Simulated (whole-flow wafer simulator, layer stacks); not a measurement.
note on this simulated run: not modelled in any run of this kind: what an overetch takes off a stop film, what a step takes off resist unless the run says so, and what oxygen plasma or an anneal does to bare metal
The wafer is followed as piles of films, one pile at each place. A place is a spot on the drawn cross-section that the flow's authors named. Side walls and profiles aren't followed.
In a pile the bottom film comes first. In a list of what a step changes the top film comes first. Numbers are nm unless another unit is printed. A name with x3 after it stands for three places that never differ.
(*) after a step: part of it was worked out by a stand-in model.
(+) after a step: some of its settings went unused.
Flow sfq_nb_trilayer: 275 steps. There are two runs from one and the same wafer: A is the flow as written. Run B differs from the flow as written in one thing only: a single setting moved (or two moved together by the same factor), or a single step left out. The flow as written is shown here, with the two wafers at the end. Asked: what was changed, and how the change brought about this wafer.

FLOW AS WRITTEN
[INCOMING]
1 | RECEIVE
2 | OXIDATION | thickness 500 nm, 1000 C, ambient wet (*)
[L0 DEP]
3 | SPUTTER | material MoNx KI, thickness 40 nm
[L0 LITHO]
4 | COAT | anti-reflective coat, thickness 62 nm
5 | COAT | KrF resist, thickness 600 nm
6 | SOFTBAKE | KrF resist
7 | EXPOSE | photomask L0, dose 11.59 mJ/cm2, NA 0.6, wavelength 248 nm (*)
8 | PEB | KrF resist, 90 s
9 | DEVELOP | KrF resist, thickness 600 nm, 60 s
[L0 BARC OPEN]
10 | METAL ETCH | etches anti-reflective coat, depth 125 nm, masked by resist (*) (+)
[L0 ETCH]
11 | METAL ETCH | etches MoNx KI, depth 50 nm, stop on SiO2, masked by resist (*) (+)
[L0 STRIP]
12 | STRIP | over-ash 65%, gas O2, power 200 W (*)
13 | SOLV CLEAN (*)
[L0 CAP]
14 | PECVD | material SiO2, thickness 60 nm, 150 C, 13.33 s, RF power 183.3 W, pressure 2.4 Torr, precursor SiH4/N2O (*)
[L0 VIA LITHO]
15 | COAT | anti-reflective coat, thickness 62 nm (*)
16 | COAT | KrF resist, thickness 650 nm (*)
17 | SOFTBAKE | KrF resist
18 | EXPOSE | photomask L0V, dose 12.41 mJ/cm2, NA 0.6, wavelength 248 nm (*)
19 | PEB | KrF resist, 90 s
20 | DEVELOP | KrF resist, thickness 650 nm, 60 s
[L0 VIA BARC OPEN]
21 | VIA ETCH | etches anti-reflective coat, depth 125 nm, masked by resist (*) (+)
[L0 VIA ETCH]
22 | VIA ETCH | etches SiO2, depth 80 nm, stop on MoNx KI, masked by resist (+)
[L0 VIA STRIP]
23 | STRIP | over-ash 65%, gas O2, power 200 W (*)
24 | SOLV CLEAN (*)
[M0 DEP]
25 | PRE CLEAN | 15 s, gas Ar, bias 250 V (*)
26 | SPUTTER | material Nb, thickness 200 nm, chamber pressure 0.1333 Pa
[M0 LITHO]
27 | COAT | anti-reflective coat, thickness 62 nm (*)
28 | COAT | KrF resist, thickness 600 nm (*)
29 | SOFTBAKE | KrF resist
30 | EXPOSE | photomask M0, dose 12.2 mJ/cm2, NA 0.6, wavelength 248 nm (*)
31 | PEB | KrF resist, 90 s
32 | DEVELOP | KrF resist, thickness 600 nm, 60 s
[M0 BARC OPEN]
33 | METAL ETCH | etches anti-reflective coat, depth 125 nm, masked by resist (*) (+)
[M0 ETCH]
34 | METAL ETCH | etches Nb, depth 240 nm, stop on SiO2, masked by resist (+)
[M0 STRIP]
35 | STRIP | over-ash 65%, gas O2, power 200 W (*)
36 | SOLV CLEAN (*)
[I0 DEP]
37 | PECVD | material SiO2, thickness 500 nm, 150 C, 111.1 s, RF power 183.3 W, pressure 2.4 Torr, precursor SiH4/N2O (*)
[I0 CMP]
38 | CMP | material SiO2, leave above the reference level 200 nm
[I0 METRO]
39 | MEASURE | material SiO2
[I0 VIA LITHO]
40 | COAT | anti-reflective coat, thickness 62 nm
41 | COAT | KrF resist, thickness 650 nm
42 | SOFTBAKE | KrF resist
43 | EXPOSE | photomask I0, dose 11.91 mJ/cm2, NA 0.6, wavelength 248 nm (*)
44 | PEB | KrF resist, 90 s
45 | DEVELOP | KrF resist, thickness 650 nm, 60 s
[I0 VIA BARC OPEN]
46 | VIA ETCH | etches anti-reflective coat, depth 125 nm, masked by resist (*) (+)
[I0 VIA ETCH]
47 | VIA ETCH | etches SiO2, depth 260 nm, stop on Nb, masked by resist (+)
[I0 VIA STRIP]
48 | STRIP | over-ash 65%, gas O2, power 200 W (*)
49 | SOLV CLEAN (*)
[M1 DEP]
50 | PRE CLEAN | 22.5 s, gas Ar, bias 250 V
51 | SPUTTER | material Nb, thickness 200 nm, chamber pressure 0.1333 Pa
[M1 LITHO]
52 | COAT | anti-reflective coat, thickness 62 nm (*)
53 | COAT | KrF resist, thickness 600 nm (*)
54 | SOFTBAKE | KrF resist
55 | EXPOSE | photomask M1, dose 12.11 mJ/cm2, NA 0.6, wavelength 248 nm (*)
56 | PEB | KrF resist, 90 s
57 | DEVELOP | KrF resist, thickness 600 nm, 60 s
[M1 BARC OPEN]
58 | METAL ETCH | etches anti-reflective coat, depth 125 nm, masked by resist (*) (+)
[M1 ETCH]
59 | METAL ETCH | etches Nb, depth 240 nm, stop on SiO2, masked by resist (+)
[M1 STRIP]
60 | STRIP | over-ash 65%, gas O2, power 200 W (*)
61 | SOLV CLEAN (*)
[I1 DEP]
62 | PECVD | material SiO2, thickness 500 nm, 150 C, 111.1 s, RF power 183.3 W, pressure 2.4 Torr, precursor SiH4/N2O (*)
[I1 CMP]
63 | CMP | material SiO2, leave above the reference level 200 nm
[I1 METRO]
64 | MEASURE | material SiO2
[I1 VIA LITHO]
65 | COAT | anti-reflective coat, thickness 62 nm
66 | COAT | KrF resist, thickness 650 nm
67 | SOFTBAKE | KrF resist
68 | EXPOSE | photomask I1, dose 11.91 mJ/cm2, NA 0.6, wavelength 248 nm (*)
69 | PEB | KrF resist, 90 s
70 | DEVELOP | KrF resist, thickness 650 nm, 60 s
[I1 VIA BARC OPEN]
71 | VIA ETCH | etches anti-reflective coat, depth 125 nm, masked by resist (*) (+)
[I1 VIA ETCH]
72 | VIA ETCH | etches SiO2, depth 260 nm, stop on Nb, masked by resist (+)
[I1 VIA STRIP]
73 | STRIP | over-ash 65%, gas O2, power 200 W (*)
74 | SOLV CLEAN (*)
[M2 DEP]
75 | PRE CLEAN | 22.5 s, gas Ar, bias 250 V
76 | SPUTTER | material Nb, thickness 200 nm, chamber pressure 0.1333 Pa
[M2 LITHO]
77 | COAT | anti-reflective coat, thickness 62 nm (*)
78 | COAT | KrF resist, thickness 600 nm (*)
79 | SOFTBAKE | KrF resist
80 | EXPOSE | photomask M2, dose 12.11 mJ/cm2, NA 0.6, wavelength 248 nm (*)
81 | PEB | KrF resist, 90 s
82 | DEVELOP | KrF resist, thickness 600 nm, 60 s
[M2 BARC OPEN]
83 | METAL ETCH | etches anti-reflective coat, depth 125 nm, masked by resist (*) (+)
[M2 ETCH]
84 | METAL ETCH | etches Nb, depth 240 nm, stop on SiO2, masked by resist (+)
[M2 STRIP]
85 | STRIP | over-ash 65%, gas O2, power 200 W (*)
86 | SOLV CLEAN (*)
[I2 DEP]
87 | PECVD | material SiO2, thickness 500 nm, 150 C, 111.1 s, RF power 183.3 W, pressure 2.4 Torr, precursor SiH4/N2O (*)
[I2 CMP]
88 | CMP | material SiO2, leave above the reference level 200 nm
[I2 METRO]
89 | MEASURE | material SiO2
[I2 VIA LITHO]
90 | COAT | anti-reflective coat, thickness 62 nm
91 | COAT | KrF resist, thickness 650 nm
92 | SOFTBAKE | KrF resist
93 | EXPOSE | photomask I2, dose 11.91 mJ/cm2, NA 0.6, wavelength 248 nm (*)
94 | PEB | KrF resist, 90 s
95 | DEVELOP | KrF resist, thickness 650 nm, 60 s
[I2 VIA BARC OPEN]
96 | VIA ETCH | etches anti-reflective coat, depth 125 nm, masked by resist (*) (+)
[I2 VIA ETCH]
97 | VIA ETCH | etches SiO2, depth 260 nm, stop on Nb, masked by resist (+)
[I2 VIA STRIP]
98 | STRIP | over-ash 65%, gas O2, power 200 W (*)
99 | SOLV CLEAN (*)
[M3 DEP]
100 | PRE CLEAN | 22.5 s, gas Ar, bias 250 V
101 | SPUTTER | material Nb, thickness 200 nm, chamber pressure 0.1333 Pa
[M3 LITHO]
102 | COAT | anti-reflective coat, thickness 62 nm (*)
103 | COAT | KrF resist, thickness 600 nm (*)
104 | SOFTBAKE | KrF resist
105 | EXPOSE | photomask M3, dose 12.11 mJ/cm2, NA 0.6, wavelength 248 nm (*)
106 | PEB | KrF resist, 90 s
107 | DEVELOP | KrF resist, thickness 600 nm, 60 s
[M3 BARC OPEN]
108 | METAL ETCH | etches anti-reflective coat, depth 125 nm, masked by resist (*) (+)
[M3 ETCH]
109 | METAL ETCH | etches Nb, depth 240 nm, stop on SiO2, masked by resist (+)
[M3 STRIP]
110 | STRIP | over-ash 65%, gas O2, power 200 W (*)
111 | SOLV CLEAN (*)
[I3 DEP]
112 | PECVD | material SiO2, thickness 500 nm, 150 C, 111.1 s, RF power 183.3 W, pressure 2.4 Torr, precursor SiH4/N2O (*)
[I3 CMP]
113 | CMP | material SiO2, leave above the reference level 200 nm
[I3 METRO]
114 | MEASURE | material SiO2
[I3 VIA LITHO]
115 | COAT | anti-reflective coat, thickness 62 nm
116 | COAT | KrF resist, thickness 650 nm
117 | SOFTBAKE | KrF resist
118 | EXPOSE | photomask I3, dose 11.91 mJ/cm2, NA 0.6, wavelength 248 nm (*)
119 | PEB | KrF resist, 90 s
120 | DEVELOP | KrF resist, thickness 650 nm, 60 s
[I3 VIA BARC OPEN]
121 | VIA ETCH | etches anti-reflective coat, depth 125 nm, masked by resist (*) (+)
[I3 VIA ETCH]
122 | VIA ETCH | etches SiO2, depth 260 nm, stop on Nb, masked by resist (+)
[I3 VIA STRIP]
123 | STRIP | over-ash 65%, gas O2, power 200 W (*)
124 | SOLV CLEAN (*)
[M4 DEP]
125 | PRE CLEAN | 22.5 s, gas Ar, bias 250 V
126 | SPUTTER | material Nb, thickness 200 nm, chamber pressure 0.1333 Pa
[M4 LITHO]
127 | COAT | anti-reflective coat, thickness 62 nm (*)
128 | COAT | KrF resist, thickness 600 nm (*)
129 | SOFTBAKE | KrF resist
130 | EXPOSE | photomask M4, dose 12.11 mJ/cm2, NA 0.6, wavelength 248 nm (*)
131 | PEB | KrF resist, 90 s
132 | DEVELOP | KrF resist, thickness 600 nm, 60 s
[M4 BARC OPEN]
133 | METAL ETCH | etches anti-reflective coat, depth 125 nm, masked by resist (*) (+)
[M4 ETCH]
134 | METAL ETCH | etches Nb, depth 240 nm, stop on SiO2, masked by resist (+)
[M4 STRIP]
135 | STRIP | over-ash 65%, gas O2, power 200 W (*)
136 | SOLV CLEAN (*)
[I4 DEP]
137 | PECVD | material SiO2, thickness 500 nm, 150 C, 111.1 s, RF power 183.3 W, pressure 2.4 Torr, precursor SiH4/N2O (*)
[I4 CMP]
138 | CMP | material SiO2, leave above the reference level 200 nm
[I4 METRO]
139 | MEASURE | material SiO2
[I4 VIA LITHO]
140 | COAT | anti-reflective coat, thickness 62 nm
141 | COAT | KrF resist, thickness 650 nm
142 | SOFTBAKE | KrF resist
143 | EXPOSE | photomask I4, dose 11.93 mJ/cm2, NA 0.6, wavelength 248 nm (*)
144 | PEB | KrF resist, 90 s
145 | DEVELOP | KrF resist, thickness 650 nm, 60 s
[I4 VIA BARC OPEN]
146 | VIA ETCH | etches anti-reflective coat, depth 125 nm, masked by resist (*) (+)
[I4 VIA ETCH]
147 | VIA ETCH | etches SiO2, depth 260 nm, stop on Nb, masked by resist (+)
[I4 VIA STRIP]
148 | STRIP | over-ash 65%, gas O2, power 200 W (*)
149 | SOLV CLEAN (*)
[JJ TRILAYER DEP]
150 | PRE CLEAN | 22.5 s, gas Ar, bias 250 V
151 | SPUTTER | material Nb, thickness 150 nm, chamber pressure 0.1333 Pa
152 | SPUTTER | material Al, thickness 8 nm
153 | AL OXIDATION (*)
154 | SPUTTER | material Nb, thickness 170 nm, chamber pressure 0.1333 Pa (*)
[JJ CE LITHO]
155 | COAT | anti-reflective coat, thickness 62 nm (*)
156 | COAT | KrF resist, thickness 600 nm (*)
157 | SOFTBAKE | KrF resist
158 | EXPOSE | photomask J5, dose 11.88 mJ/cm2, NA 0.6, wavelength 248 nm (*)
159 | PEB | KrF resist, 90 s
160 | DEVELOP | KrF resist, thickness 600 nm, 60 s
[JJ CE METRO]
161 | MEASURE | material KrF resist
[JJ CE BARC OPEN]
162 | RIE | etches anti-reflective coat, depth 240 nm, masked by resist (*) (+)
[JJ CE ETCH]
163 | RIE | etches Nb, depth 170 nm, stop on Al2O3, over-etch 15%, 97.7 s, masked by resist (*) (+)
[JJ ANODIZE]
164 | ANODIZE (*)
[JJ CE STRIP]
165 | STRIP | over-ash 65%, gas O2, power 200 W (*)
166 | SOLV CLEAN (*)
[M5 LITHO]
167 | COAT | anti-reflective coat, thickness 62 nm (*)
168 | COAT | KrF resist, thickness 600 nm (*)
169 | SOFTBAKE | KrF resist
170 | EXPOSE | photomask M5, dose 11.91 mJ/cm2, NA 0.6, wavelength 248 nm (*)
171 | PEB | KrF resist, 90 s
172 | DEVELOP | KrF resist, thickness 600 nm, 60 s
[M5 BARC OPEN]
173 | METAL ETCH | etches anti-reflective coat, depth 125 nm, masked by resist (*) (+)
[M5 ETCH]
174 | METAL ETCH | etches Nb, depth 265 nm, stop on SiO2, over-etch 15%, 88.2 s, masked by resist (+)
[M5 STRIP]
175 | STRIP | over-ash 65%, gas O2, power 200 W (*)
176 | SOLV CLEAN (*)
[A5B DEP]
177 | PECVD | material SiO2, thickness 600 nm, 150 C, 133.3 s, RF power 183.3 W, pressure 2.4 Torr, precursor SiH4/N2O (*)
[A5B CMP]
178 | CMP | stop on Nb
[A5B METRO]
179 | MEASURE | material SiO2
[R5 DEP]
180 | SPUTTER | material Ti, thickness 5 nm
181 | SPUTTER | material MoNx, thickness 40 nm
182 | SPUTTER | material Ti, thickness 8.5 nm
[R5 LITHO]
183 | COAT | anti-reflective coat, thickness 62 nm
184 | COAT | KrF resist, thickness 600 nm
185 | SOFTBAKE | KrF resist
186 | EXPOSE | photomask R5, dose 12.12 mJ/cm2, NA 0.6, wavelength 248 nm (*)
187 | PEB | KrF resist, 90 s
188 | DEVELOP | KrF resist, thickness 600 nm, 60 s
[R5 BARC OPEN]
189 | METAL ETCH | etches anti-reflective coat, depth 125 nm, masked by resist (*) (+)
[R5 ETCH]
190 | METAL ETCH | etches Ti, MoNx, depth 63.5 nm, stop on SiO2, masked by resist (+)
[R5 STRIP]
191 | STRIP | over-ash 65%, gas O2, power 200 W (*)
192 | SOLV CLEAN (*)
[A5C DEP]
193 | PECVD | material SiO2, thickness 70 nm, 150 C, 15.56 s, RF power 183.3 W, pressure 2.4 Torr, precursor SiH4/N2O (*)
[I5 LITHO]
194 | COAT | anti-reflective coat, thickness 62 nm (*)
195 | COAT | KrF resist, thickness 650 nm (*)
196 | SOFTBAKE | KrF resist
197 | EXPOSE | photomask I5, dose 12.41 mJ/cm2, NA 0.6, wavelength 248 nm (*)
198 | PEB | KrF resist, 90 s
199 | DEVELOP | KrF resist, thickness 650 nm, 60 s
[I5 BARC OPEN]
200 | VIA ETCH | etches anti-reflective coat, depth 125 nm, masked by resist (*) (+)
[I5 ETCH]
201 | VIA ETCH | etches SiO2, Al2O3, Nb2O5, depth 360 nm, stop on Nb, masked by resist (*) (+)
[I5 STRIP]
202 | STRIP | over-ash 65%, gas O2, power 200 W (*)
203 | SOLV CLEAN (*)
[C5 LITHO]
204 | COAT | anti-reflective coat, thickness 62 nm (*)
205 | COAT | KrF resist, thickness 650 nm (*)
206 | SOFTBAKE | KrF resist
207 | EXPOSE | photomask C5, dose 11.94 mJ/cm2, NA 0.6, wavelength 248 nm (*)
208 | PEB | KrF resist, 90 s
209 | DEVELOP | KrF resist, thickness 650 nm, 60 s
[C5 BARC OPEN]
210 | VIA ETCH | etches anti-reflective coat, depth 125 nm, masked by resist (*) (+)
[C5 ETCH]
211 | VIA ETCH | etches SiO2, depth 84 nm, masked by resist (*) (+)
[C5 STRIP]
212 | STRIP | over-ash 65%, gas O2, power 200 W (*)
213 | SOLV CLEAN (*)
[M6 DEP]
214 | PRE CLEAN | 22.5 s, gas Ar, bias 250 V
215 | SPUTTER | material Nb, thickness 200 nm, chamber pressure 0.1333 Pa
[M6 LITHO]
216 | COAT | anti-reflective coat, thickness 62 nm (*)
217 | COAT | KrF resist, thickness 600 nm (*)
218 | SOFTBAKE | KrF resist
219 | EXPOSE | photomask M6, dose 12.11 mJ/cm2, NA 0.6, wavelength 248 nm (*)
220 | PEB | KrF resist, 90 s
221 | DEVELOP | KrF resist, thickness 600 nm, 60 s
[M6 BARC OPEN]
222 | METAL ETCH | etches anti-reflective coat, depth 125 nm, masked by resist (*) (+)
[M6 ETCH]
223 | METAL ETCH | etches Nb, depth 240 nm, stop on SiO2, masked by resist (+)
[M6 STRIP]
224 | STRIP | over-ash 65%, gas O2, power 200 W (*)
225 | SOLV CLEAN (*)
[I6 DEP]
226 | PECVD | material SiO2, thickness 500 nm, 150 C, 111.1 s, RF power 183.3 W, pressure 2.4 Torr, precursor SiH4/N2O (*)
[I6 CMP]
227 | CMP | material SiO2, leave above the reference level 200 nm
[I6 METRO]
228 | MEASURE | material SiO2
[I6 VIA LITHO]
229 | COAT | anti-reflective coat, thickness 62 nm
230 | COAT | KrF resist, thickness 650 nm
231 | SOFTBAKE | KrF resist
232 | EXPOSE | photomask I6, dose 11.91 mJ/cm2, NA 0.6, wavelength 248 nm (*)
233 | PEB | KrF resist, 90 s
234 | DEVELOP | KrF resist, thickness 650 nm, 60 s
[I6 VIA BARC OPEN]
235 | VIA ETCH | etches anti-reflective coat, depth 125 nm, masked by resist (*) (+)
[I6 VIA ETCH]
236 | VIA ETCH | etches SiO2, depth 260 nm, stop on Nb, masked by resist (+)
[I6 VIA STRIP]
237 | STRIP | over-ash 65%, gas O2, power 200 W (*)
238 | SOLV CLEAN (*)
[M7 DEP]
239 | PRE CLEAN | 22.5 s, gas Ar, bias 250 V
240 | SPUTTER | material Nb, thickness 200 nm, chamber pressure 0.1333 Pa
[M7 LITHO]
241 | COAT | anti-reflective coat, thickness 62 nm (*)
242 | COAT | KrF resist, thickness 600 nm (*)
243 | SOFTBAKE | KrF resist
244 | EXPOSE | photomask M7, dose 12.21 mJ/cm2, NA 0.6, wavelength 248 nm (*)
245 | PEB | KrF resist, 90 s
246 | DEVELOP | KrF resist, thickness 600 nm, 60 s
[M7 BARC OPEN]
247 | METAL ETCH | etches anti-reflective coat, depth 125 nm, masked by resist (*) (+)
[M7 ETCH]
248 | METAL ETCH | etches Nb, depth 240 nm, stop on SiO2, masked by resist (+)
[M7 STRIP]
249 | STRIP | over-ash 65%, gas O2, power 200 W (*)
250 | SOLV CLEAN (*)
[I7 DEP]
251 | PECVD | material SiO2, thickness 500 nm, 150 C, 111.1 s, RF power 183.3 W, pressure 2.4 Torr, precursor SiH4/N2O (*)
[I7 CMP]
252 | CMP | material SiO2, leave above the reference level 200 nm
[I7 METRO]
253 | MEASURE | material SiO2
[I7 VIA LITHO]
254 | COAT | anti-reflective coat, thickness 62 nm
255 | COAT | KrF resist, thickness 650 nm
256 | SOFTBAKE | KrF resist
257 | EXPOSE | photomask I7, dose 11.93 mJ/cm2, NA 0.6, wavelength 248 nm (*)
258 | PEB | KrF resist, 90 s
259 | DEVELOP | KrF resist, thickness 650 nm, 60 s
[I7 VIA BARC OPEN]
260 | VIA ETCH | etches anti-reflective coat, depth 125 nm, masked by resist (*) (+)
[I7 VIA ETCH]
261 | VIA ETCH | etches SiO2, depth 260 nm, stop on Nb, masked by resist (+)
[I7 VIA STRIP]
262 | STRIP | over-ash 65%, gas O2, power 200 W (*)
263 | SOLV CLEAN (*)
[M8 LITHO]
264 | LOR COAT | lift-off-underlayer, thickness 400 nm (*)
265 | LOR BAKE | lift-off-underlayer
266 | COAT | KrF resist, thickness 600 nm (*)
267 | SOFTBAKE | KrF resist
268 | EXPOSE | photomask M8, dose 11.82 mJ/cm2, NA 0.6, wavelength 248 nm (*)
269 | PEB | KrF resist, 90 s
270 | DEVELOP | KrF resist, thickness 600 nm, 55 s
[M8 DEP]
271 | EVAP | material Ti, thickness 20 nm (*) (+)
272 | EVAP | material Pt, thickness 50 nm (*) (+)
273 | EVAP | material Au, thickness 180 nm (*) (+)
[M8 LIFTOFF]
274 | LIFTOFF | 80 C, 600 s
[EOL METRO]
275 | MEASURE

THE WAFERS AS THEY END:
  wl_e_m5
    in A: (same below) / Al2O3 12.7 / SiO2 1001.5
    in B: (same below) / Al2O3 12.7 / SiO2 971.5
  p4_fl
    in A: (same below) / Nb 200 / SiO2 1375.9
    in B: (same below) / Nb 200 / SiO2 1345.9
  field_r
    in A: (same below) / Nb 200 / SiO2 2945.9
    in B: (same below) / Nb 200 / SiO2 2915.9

The reason: step 215, SPUTTER: thickness 170 nm was run, whereas the flow has thickness 200 nm.

Step by step, how the change led to this:
  215 | SPUTTER | material Nb, thickness 200 nm, chamber pressure 0.1333 Pa
      field_l, v_sur, via_wl and 100 more: A Nb gains 200 (new film) | B Nb gains 170 (new film)
      be: A Nb gains 147.3 | B Nb gains 125.5
      (as well as at 2 more places)
  216 | COAT | anti-reflective coat, thickness 62 nm (*)
      be: A anti-reflective coat gains 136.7 (new film) | B anti-reflective coat gains 133.9 (new film)
  223 | METAL ETCH | etches Nb, depth 240 nm, stop on SiO2, masked by resist (+)
      field_l, gap, moat and 76 more: A Nb loses 200 (all of it) | B Nb loses 170 (all of it)
  224 | STRIP | over-ash 65%, gas O2, power 200 W (*)
      be: A KrF resist loses 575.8 (all of it), anti-reflective coat loses 136.7 (all of it) | B KrF resist loses 571.1 (all of it), anti-reflective coat loses 133.9 (all of it)
  226 | PECVD | material SiO2, thickness 500 nm, 150 C, 111.1 s, RF power 183.3 W, pressure 2.4 Torr, precursor SiH4/N2O (*)
      gap, wl_a_sl, m6r_space_l x2: A SiO2 gains 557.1 | B SiO2 gains 527.1
  227 | CMP | material SiO2, leave above the reference level 200 nm
      field_l, p4_fl, p4_fm and 59 more: A SiO2 loses 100 | B SiO2 loses 130
      moat, field_r, lsp_l, ln_m5, lsp_m: A SiO2 loses 93.6 | B SiO2 loses 124.6
      (as well as at 8 more places)
